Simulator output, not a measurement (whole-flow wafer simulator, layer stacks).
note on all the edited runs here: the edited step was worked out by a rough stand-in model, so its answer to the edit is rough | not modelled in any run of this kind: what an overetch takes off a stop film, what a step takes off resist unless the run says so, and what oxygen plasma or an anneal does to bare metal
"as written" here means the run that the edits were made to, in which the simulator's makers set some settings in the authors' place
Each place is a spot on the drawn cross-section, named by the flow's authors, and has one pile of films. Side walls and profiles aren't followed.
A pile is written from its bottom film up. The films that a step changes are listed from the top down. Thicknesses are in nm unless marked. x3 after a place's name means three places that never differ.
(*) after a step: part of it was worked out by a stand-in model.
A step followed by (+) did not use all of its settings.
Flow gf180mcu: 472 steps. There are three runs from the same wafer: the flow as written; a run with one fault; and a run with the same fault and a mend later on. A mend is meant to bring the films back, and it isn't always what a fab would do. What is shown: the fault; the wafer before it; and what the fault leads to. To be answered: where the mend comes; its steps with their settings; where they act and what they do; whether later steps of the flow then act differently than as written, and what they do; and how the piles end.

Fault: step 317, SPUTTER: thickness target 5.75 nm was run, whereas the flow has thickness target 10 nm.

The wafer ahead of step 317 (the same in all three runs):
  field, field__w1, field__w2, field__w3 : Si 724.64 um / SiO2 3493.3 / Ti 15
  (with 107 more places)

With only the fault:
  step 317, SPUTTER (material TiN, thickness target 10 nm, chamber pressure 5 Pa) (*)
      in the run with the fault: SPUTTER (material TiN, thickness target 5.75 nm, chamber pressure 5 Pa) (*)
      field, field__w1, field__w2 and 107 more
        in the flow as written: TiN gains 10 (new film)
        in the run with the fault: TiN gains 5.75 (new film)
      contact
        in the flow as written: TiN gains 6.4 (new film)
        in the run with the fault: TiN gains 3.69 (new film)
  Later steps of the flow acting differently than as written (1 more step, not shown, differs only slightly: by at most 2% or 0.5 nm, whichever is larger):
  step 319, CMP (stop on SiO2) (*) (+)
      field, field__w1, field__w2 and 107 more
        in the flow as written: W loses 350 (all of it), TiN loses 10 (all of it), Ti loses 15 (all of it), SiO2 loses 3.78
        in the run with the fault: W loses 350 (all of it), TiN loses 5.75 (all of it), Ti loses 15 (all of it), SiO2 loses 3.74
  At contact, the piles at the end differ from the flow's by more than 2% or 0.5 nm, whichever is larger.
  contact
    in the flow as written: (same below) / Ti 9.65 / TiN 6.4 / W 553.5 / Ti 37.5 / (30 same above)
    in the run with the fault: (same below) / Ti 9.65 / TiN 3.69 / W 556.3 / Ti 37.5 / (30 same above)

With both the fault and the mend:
  The mend follows step 317.
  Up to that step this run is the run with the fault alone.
  step 317a, SPUTTER (material TiN, thickness target 4.25 nm, chamber pressure 5 Pa) (*) (the flow's step 317, run once more with other settings)
      field, field__w1, field__w2 and 107 more
        TiN gains 4.25
      contact
        TiN gains 2.72
  Later steps of the flow that are run all act as written at every place that is followed.
  By the end, the piles equal the flow's at every place that both follow.
